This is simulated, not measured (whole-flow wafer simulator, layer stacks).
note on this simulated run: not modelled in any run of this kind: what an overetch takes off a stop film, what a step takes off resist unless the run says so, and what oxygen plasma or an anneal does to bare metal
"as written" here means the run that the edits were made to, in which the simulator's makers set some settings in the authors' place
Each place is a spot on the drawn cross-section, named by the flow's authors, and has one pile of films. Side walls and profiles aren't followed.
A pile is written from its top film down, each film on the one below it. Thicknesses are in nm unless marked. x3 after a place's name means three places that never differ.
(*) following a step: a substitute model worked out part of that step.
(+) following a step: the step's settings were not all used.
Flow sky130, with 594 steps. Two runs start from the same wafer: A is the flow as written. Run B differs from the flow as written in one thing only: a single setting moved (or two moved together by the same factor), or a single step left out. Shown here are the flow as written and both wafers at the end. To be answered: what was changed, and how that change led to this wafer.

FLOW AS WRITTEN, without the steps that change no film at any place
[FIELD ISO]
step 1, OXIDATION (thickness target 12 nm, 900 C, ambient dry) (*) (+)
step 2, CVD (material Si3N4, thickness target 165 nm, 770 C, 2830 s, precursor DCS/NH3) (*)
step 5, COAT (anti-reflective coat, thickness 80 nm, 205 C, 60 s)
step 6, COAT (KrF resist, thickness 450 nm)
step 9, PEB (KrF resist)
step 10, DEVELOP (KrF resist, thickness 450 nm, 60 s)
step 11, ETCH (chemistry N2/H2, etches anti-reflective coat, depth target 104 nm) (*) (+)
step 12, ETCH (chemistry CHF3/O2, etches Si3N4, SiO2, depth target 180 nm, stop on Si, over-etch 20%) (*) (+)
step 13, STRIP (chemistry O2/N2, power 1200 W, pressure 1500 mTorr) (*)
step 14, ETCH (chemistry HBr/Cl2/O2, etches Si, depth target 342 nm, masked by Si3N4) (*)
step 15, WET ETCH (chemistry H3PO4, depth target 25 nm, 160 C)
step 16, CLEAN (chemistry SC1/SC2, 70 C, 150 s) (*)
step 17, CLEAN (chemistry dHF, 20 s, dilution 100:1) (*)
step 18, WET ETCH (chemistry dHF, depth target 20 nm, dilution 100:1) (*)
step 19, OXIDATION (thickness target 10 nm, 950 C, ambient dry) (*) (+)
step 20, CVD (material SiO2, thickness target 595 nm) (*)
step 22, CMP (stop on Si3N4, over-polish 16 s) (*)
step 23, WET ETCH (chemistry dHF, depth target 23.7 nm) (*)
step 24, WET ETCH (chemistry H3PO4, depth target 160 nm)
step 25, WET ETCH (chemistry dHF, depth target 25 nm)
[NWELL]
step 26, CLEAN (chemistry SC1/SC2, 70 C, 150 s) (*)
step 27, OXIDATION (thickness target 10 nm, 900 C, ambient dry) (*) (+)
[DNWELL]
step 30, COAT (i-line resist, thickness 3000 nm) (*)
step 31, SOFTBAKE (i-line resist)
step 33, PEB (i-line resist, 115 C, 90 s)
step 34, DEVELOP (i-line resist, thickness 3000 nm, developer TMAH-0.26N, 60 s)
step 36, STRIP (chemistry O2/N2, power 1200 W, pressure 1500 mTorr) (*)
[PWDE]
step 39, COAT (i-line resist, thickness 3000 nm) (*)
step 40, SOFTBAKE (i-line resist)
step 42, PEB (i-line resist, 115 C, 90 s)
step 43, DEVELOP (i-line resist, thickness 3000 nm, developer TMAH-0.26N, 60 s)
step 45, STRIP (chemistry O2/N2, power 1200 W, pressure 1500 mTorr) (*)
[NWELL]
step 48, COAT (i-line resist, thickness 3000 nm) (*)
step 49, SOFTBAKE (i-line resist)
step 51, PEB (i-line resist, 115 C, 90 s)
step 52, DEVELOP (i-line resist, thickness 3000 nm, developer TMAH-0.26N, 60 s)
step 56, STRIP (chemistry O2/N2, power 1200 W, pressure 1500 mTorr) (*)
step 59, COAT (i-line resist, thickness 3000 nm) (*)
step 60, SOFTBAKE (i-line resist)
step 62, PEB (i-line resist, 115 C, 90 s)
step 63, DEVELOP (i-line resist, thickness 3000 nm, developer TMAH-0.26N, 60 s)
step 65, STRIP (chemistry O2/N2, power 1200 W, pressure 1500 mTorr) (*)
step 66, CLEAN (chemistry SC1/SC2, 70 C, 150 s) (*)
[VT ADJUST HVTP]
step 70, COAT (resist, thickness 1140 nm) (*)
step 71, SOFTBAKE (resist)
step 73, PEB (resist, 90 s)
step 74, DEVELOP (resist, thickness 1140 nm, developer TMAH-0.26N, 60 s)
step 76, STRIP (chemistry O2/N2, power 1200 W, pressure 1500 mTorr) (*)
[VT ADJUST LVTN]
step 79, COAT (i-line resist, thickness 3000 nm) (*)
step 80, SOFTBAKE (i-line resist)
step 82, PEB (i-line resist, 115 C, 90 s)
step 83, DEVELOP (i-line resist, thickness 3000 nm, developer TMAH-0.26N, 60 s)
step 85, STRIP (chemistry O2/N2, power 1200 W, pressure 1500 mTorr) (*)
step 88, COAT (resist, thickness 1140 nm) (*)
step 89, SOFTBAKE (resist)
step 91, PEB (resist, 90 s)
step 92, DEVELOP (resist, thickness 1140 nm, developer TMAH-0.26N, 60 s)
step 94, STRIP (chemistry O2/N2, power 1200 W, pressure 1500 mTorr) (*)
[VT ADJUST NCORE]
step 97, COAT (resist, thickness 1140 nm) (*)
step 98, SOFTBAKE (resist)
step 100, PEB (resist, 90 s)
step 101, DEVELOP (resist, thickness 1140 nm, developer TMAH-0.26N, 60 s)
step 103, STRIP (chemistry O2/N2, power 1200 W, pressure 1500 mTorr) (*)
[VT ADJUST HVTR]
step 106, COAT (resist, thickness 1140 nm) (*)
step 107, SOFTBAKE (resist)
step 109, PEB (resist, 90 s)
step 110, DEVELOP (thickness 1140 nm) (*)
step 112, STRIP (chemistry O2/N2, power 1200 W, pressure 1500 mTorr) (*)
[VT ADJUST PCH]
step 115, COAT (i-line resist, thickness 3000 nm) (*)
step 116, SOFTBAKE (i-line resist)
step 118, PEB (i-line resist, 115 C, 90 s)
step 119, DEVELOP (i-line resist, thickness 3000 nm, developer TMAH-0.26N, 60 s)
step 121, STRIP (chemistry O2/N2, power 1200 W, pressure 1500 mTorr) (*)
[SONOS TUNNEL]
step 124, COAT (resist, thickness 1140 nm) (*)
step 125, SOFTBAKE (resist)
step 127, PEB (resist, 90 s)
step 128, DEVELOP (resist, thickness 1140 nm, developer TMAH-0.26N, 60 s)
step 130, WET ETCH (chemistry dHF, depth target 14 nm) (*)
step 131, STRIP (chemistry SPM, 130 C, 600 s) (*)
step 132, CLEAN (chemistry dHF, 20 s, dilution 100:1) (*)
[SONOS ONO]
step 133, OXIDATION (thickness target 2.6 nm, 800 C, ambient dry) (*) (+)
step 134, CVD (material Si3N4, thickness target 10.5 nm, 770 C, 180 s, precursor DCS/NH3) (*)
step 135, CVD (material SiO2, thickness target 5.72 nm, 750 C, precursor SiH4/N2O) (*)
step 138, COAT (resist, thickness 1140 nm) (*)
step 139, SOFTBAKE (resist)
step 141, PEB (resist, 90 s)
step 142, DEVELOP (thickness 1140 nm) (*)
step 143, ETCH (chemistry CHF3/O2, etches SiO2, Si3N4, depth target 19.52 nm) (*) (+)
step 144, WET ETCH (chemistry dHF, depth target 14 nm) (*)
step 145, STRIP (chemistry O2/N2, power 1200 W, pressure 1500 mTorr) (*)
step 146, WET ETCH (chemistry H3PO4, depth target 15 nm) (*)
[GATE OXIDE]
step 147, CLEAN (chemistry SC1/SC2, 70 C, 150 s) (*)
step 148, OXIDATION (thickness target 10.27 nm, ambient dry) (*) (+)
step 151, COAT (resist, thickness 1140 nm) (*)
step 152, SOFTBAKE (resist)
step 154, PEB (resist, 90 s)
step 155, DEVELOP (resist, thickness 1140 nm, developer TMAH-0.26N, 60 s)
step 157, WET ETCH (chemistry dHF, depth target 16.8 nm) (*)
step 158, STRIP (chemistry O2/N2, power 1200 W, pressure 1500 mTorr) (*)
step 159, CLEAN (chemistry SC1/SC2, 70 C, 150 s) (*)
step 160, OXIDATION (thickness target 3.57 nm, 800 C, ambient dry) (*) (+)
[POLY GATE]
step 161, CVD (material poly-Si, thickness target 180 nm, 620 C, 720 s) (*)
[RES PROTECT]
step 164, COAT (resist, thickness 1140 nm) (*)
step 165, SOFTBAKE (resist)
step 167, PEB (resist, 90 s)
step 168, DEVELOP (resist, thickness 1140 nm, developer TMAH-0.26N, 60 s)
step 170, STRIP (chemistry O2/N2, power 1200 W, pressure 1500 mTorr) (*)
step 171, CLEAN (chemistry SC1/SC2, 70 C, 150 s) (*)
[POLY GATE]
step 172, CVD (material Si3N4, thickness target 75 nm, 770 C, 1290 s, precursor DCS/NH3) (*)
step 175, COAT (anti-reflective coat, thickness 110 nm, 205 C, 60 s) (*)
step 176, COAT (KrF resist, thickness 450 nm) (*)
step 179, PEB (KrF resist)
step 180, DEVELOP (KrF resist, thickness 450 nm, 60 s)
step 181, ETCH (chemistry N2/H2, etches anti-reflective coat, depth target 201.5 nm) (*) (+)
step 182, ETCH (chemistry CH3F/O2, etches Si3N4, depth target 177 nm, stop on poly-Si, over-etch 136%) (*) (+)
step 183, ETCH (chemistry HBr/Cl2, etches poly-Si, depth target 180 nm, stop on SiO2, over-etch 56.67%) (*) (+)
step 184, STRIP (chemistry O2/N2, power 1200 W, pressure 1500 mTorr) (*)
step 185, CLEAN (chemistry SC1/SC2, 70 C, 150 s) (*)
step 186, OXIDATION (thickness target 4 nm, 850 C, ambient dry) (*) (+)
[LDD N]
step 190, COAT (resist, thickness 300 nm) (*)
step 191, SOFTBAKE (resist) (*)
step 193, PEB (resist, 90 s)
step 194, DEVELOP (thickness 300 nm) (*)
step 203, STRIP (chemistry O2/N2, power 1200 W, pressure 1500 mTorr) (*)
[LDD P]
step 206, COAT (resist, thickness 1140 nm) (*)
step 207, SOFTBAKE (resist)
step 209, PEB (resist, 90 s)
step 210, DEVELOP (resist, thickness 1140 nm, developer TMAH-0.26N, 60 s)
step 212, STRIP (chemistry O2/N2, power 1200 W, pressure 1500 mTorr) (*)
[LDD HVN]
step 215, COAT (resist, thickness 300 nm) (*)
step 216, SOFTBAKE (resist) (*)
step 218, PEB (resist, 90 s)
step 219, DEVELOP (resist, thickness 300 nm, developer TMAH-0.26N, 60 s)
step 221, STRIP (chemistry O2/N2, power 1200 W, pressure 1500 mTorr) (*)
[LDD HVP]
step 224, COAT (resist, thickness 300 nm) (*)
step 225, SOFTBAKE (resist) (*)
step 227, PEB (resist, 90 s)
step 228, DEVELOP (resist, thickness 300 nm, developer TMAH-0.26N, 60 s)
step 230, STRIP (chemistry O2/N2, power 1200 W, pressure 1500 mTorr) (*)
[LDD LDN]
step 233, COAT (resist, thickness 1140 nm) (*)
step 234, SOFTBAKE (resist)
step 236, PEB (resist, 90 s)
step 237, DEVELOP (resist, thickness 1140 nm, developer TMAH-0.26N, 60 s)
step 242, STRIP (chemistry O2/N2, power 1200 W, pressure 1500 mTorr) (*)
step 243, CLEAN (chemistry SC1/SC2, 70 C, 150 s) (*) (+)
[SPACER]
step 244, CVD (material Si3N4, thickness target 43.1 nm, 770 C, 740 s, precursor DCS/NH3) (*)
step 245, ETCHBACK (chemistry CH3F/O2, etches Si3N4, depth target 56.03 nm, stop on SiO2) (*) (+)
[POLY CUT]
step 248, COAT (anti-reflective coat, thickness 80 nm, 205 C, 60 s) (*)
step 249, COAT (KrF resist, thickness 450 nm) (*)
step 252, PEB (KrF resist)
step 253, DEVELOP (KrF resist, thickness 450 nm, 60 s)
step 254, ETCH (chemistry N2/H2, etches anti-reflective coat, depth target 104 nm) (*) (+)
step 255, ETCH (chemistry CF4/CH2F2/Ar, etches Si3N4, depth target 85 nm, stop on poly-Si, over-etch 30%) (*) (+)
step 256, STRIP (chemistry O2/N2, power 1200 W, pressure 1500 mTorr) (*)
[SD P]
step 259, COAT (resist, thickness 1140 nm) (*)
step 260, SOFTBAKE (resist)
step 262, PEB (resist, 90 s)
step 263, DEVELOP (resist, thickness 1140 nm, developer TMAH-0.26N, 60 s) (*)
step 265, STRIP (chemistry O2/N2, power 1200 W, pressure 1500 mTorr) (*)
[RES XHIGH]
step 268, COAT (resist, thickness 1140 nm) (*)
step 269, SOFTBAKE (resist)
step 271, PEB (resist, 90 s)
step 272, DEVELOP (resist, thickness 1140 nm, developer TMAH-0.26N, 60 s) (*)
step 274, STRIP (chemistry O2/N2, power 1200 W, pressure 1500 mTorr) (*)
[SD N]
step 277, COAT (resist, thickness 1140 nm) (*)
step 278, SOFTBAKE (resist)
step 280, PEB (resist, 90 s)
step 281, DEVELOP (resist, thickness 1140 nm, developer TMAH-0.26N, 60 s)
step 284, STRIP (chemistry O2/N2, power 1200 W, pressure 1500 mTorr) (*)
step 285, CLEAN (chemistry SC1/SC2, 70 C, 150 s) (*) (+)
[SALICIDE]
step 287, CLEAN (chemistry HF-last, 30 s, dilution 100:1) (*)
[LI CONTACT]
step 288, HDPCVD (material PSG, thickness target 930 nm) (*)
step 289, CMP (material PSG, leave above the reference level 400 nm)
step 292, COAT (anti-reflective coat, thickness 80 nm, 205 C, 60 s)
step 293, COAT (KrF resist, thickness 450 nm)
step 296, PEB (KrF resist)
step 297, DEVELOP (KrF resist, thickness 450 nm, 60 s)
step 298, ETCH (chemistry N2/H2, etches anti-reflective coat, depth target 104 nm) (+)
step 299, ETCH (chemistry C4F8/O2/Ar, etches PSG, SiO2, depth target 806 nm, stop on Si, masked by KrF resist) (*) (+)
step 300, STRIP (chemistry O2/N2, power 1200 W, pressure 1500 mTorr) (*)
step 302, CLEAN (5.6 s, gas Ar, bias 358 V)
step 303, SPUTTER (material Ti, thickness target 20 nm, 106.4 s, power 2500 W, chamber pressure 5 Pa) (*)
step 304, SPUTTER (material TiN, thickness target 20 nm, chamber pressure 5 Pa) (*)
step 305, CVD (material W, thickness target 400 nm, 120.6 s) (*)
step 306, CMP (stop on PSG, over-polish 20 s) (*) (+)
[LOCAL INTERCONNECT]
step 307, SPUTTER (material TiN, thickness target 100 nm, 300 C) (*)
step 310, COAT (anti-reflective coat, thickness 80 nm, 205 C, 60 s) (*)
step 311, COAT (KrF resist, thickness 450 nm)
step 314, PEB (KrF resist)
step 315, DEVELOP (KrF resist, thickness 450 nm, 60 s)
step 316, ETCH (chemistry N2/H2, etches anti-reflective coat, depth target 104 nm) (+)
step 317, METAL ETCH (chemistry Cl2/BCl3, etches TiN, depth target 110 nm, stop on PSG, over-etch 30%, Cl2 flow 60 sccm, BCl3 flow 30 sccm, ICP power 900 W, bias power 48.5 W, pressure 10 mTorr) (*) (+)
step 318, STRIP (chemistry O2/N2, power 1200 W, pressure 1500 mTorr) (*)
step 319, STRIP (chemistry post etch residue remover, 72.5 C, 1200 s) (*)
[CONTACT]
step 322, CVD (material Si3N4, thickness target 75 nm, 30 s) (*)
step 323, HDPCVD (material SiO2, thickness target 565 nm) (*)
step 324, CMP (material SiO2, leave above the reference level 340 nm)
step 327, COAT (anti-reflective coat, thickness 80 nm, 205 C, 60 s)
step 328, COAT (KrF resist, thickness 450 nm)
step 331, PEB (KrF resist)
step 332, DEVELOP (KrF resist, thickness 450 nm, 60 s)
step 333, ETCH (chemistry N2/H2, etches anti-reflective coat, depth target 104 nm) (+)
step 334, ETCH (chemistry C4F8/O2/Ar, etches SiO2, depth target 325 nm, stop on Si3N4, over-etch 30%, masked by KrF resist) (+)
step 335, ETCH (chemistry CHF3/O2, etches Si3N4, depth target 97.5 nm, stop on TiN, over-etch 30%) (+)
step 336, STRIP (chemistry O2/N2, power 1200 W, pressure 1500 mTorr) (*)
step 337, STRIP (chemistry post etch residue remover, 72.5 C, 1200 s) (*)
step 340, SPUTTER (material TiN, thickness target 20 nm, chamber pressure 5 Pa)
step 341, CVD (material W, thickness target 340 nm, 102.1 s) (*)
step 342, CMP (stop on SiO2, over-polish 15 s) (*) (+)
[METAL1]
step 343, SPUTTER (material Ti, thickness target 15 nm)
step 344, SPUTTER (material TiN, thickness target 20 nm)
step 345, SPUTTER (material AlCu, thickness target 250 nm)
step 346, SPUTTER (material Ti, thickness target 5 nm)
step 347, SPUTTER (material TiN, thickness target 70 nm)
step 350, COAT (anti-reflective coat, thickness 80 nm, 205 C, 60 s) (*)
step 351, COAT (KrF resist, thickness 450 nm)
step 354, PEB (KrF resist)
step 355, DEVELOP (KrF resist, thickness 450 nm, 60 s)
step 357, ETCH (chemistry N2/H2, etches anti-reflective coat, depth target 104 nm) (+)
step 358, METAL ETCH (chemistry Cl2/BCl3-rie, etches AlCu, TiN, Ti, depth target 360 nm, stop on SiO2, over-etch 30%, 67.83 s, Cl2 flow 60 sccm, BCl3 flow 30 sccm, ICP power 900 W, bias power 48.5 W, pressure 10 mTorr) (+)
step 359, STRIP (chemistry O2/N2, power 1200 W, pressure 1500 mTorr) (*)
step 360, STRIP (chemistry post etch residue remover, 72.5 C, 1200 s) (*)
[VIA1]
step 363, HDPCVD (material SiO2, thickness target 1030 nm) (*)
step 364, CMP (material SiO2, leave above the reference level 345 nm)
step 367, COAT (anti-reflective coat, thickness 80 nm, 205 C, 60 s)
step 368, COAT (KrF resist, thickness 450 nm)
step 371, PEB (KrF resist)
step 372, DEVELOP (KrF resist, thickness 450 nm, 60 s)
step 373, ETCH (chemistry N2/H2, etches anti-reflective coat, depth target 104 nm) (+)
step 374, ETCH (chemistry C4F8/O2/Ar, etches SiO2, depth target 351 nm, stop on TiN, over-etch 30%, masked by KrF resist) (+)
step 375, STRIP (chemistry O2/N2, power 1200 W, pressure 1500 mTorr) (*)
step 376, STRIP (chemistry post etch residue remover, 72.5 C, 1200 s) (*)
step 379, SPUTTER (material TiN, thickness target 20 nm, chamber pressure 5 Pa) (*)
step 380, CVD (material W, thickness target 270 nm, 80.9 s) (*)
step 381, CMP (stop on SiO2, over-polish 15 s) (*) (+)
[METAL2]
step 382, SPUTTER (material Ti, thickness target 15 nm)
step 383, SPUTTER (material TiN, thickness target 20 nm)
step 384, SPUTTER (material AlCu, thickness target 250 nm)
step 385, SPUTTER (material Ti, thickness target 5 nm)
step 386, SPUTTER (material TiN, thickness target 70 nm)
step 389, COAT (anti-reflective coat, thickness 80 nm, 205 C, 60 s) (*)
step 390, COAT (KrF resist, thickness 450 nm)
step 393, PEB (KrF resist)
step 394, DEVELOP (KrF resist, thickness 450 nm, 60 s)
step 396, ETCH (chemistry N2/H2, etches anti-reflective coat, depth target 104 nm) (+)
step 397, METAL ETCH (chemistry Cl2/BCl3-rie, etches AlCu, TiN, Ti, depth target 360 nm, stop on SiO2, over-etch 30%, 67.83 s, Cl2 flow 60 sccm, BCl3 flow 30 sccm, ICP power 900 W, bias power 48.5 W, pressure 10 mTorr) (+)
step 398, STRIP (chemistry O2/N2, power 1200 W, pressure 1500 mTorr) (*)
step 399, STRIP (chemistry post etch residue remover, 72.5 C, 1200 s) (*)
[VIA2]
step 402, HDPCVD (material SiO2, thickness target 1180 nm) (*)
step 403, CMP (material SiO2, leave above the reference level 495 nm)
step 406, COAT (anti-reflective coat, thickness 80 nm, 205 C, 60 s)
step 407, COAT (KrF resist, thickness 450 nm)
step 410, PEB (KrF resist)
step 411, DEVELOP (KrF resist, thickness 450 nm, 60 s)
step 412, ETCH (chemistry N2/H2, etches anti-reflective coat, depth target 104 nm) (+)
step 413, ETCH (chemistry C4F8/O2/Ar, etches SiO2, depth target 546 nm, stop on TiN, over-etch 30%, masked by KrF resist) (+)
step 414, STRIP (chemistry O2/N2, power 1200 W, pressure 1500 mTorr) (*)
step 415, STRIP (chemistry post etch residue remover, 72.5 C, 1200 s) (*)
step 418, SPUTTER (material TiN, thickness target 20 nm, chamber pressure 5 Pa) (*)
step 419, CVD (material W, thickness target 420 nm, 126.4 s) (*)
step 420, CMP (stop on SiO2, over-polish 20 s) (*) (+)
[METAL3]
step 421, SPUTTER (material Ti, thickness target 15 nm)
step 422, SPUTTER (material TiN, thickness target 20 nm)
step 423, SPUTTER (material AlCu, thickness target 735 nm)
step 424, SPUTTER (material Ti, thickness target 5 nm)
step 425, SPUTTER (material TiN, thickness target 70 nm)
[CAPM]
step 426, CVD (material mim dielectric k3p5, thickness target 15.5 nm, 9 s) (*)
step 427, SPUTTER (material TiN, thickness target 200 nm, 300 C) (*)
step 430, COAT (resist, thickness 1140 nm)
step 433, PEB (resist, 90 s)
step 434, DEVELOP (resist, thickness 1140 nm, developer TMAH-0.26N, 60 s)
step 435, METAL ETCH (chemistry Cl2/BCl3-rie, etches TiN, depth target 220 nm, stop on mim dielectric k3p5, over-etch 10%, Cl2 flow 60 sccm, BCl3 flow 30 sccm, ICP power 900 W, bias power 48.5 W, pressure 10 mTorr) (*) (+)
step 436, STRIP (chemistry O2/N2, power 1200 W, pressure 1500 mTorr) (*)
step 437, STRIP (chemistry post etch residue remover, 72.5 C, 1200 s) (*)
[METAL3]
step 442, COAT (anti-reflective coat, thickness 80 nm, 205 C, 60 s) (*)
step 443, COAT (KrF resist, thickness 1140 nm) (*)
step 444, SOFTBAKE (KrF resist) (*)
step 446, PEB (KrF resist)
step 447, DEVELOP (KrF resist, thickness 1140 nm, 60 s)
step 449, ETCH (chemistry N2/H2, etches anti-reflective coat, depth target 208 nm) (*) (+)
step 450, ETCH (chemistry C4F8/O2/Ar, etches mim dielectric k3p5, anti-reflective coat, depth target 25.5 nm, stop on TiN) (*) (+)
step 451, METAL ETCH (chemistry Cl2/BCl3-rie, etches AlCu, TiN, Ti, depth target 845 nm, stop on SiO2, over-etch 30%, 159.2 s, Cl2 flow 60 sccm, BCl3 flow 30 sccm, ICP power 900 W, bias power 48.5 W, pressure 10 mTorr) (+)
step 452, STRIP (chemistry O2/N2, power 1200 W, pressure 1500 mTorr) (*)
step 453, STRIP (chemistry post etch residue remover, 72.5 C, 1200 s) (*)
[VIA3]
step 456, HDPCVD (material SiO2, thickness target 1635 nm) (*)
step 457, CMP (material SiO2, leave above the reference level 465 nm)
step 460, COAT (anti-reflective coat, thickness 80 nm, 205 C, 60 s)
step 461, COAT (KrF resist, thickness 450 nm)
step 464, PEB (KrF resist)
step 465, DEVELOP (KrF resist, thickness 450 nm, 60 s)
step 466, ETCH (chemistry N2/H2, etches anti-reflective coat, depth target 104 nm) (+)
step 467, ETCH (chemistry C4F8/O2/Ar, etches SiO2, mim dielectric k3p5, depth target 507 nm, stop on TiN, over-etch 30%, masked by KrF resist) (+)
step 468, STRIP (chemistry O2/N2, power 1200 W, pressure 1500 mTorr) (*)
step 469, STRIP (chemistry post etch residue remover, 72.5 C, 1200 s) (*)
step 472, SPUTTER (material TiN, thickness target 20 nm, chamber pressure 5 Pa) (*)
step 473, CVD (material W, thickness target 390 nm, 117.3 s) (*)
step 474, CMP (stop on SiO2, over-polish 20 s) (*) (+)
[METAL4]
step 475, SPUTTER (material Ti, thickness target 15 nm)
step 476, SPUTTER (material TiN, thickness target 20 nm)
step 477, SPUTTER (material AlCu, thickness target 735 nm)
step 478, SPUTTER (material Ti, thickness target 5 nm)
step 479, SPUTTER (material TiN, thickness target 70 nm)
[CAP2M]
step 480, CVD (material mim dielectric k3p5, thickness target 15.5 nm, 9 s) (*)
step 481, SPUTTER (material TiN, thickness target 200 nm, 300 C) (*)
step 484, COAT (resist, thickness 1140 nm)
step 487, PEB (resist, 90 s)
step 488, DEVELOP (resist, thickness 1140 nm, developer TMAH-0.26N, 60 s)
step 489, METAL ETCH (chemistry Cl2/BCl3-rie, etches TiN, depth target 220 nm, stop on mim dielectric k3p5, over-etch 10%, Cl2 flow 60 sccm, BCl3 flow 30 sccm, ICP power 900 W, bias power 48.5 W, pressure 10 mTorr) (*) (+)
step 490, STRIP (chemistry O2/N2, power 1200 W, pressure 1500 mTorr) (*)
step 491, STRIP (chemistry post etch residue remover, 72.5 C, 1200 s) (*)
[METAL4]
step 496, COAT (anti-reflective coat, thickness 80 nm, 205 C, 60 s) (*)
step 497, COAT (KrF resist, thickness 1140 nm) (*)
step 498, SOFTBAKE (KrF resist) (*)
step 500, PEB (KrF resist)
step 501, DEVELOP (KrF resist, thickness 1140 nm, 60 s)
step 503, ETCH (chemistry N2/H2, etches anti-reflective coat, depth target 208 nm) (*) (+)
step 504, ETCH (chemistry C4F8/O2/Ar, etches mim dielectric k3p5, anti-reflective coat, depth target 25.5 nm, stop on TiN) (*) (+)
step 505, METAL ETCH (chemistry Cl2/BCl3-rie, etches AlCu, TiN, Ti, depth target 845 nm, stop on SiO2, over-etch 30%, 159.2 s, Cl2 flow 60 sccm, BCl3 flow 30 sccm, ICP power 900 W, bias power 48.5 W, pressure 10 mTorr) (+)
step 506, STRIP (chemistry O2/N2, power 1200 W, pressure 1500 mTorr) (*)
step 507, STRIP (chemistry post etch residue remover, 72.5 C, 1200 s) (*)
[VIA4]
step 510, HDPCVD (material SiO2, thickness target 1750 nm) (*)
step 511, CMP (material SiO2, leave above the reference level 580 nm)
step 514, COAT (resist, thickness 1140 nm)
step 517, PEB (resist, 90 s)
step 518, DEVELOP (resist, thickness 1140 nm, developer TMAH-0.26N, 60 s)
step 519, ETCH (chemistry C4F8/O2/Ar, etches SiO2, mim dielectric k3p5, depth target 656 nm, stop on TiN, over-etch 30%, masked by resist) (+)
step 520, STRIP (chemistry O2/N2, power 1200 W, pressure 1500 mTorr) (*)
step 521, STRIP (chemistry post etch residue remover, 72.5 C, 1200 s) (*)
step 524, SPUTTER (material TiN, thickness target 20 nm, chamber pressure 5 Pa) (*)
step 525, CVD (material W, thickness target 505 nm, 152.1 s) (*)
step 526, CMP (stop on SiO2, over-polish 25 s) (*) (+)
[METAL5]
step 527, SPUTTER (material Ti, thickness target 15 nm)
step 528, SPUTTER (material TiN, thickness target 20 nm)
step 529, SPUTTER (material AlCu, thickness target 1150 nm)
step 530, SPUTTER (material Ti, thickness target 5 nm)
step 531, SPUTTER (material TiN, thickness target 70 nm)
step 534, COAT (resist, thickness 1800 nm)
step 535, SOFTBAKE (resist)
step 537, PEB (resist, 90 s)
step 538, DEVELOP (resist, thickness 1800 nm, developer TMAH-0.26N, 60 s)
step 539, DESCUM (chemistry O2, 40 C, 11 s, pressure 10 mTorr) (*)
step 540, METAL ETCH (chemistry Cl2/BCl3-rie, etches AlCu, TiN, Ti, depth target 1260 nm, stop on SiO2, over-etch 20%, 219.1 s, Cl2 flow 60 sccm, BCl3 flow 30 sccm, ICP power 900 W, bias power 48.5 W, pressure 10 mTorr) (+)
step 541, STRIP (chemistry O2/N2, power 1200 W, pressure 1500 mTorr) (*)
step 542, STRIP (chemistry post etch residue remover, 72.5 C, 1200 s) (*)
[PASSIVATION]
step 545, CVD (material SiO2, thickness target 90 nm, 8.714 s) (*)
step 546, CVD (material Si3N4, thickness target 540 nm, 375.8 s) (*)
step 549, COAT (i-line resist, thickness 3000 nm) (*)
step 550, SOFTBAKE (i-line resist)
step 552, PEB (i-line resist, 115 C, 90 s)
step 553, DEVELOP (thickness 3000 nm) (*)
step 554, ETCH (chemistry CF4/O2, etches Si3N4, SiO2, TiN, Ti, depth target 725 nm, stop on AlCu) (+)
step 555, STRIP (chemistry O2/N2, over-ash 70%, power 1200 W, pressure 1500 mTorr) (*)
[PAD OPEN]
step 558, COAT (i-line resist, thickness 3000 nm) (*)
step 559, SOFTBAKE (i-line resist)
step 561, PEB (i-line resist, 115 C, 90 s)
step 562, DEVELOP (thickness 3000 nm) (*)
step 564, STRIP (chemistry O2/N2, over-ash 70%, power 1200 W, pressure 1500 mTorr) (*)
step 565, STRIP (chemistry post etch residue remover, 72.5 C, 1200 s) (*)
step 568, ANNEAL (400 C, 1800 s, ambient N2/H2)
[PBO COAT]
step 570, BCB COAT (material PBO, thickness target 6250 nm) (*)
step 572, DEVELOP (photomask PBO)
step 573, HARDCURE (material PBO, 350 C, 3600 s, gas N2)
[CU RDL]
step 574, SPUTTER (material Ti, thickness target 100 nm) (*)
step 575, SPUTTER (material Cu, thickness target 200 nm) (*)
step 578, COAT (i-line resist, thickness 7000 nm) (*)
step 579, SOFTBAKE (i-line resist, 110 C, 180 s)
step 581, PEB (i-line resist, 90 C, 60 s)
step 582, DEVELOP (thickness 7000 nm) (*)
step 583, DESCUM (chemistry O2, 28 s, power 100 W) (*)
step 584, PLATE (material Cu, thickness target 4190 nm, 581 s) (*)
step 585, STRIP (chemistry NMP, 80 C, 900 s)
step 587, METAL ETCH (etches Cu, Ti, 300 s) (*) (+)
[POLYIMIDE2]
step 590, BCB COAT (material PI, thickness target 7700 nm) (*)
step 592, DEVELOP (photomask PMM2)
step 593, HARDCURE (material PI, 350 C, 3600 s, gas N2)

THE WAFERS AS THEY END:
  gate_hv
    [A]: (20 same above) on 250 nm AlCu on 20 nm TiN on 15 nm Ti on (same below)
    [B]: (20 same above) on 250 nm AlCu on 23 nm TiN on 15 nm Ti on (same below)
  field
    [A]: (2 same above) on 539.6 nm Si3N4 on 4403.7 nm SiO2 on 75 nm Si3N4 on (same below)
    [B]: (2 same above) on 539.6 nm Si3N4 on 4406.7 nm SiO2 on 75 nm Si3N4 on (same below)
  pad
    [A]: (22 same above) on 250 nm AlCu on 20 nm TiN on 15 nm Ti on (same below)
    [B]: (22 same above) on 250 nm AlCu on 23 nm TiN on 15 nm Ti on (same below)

The reason: step 383, SPUTTER: thickness target 23 nm was run, whereas the flow has thickness target 20 nm.
The wafer itself shows it: gate_hv has TiN 23, and step 383 as written asks for 20 nm.

How this came from the change, step by step:
  step 383, SPUTTER (material TiN, thickness target 20 nm)
      field, active, n_well and 188 more: A TiN gains 20 (new film) | B TiN gains 23 (new film)
  step 397, METAL ETCH (chemistry Cl2/BCl3-rie, etches AlCu, TiN, Ti, depth target 360 nm, stop on SiO2, over-etch 30%, 67.83 s, Cl2 flow 60 sccm, BCl3 flow 30 sccm, ICP power 900 W, bias power 48.5 W, pressure 10 mTorr) (+)
      field, active, gate and 82 more: A TiN loses 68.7 (all of it), Ti loses 5 (all of it), AlCu loses 250 (all of it), TiN loses 20 (all of it), Ti loses 15 (all of it), SiO2 loses 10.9 | B TiN loses 68.7 (all of it), Ti loses 5 (all of it), AlCu loses 250 (all of it), TiN loses 23 (all of it), Ti loses 15 (all of it), SiO2 loses 10.6
